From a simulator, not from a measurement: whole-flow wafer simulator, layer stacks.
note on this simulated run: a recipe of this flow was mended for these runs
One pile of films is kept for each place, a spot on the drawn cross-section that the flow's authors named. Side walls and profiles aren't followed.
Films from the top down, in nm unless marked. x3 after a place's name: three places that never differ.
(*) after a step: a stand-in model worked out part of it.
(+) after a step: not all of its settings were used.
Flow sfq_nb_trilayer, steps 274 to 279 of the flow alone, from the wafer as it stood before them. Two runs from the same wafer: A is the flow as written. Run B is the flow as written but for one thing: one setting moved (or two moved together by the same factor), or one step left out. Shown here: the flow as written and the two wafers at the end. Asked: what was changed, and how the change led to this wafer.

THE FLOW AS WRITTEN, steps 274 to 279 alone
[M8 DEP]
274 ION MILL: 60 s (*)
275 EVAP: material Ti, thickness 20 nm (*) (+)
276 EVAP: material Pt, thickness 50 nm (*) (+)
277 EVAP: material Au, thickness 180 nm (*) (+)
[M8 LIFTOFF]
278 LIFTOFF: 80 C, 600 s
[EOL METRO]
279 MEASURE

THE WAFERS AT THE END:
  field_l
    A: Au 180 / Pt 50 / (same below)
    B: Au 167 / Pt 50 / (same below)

The cause: step 277, EVAP: thickness 167 nm was run, where the flow has thickness 180 nm.
It can be read off the wafer: field_l has Au 167, and step 277 as written asks for 180 nm.

How the change led to this, step by step:
  277 EVAP: material Au, thickness 180 nm (*) (+)
      field_l, v_sur x3, via_wl x2 and 100 more: A Au +180 (new film) | B Au +167 (new film)
  278 LIFTOFF: 80 C, 600 s
      p4_fl x5, p4_w1 x9, p3_s0 x11 and 49 more: A Au -180 (all of it), Pt -50 (all of it), Ti -20 (all of it), KrF-resist-other-grade -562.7 (all of it), lift-off-underlayer -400 (all of it) | B Au -167 (all of it), Pt -50 (all of it), Ti -20 (all of it), KrF-resist-other-grade -562.7 (all of it), lift-off-underlayer -400 (all of it)
      r_sur, res, r_end: A Au -180 (all of it), Pt -50 (all of it), Ti -20 (all of it), KrF-resist-other-grade -559.9 (all of it), lift-off-underlayer -399.5 (all of it) | B Au -167 (all of it), Pt -50 (all of it), Ti -20 (all of it), KrF-resist-other-grade -559.9 (all of it), lift-off-underlayer -399.5 (all of it)
      (and at 18 more places)
